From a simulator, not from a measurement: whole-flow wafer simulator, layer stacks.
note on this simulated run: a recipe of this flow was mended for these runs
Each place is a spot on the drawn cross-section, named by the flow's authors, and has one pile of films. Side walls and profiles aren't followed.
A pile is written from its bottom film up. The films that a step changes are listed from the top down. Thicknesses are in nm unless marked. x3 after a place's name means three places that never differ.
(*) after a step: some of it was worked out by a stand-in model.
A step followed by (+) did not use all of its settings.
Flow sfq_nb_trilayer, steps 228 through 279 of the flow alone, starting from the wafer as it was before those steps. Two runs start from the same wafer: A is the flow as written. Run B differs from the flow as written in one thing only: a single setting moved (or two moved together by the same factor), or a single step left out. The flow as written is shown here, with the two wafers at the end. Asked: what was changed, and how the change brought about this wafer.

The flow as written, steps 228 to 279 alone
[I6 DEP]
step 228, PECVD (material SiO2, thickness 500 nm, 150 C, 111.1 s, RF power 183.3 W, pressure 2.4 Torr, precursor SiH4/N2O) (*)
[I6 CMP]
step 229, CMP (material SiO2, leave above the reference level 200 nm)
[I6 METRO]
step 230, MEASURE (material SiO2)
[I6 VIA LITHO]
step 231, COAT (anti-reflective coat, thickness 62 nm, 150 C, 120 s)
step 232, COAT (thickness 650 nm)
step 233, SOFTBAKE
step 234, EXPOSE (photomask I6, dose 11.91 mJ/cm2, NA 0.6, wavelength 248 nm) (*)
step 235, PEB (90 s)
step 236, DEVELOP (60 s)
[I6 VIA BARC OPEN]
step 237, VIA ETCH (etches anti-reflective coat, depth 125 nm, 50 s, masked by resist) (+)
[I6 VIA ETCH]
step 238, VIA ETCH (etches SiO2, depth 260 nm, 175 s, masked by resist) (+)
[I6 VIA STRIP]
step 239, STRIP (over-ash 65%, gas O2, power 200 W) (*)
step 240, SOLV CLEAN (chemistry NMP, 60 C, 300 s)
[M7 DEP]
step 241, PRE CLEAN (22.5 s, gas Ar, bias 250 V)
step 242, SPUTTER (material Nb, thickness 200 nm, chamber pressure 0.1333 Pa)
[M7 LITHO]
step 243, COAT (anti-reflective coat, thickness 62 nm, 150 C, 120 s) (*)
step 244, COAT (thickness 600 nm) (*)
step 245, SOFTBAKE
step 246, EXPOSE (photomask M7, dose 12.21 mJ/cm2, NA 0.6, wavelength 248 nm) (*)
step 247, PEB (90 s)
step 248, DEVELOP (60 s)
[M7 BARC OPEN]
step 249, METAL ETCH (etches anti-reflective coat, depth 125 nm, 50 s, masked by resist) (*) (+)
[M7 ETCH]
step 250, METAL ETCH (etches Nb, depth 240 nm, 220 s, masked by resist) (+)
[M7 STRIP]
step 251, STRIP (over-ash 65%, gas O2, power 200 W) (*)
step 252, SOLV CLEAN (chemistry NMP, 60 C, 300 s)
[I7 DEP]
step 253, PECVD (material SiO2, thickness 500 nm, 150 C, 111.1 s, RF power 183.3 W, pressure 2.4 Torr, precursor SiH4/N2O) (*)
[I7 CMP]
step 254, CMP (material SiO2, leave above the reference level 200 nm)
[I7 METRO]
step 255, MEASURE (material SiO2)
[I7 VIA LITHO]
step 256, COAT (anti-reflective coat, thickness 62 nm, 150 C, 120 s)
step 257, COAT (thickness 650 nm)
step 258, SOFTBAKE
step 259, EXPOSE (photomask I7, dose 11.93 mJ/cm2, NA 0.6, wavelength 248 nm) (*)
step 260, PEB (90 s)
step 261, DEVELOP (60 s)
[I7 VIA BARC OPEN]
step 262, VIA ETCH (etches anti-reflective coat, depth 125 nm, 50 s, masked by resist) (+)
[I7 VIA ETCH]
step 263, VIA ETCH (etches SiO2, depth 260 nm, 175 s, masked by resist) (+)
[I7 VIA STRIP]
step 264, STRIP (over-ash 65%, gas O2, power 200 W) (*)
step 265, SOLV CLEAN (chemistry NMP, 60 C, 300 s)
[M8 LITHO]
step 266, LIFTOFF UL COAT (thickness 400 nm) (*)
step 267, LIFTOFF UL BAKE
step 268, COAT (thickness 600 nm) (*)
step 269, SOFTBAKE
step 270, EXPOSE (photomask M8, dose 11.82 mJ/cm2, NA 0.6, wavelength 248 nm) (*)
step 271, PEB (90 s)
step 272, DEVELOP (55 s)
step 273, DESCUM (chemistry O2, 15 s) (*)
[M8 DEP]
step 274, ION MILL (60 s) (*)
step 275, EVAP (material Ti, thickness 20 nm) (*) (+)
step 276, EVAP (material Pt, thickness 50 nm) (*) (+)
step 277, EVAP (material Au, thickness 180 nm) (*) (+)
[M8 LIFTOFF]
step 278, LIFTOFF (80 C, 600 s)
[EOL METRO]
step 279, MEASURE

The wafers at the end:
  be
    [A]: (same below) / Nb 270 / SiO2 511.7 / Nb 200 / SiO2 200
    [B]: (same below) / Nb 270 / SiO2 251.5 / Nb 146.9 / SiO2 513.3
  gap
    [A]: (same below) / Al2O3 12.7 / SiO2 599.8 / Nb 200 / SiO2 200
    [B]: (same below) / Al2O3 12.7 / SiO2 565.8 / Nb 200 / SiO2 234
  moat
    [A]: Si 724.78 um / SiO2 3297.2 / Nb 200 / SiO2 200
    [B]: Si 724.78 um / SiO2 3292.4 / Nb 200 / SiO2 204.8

Cause: step 228, PECVD: RF power 128.3 W was run, while the flow as written has RF power 183.3 W.

The path from the change to this, step by step:
  step 228, PECVD (material SiO2, thickness 500 nm, 150 C, 111.1 s, RF power 183.3 W, pressure 2.4 Torr, precursor SiH4/N2O) (*)
      field_l, p4_fl, p4_fm and 62 more: A SiO2 gains 500 | B SiO2 gains 404.3
      v_sur, via_wl, via_w and 21 more: A SiO2 gains 500 (new film) | B SiO2 gains 404.3 (new film)
      (and at 17 other places as well)
  step 229, CMP (material SiO2, leave above the reference level 200 nm)
      moat, field_r, lsp_l, ln_m5, lsp_m: A SiO2 loses 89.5 | B nothing
      lsp_r, l0_sur, l0v: A SiO2 loses 87.7 | B nothing
      (and at 98 other places as well)
  step 231, COAT (anti-reflective coat, thickness 62 nm, 150 C, 120 s)
      via_sp: A anti-reflective coat gains 62 (new film) | B anti-reflective coat gains 66.9 (new film)
      via_v: A anti-reflective coat gains 62 (new film) | B anti-reflective coat gains 70.7 (new film)
      (and at 12 other places as well)
  step 232, COAT (thickness 650 nm)
      via_v: A KrF-resist-other-grade gains 650 (new film) | B KrF-resist-other-grade gains 634.3 (new film)
      be: A KrF-resist-other-grade gains 650 (new film) | B KrF-resist-other-grade gains 780.2 (new film)
  step 236, DEVELOP (60 s)
      via_v: A KrF-resist-other-grade loses 648.6 (all of it) | B KrF-resist-other-grade loses 633 (all of it)
  step 237, VIA ETCH (etches anti-reflective coat, depth 125 nm, 50 s, masked by resist) (+)
      via_v: A anti-reflective coat loses 62 (all of it), SiO2 loses 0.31 | B anti-reflective coat loses 70.7 (all of it), SiO2 loses 0.27
  step 239, STRIP (over-ash 65%, gas O2, power 200 W) (*)
      via_sp: A KrF-resist-other-grade loses 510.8 (all of it), anti-reflective coat loses 62 (all of it) | B KrF-resist-other-grade loses 504.1 (all of it), anti-reflective coat loses 66.9 (all of it)
      wire: A KrF-resist-other-grade loses 510.8 (all of it), anti-reflective coat loses 62 (all of it) | B KrF-resist-other-grade loses 512.9 (all of it), anti-reflective coat loses 40.1 (all of it)
      (and at 11 other places as well)
  step 242, SPUTTER (material Nb, thickness 200 nm, chamber pressure 0.1333 Pa)
      be: A Nb gains 200 (new film) | B Nb gains 146.9 (new film)
  step 243, COAT (anti-reflective coat, thickness 62 nm, 150 C, 120 s) (*)
      wire: A anti-reflective coat gains 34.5 (new film) | B anti-reflective coat gains 46.8 (new film)
      be: A anti-reflective coat gains 68.4 (new film) | B anti-reflective coat gains 207.2 (new film)
      (and at 8 other places as well)
  step 244, COAT (thickness 600 nm) (*)
      wire: A KrF-resist-other-grade gains 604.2 (new film) | B KrF-resist-other-grade gains 574.5 (new film)
      be: A KrF-resist-other-grade gains 585.4 (new film) | B KrF-resist-other-grade gains 726.2 (new film)
  step 249, METAL ETCH (etches anti-reflective coat, depth 125 nm, 50 s, masked by resist) (*) (+)
      l0v: A anti-reflective coat loses 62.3 (all of it) | B anti-reflective coat loses 64.3 (all of it)
  step 251, STRIP (over-ash 65%, gas O2, power 200 W) (*)
      wire: A KrF-resist-other-grade loses 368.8 (all of it), anti-reflective coat loses 34.5 (all of it) | B KrF-resist-other-grade loses 339.2 (all of it), anti-reflective coat loses 46.8 (all of it)
      be: A KrF-resist-other-grade loses 350 (all of it), anti-reflective coat loses 68.4 (all of it) | B KrF-resist-other-grade loses 490.5 (all of it), anti-reflective coat loses 207.2 (all of it)
      (and at 8 other places as well)
  step 253, PECVD (material SiO2, thickness 500 nm, 150 C, 111.1 s, RF power 183.3 W, pressure 2.4 Torr, precursor SiH4/N2O) (*)
      be: A SiO2 gains 500 (new film) | B SiO2 gains 670.4 (new film)
  step 254, CMP (material SiO2, leave above the reference level 200 nm)
      field_r, lsp_l: A SiO2 loses 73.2 | B SiO2 loses 68.4
      l0_sur, l0v: A SiO2 loses 83.6 | B SiO2 loses 77.4
      (and at 3 other places as well)
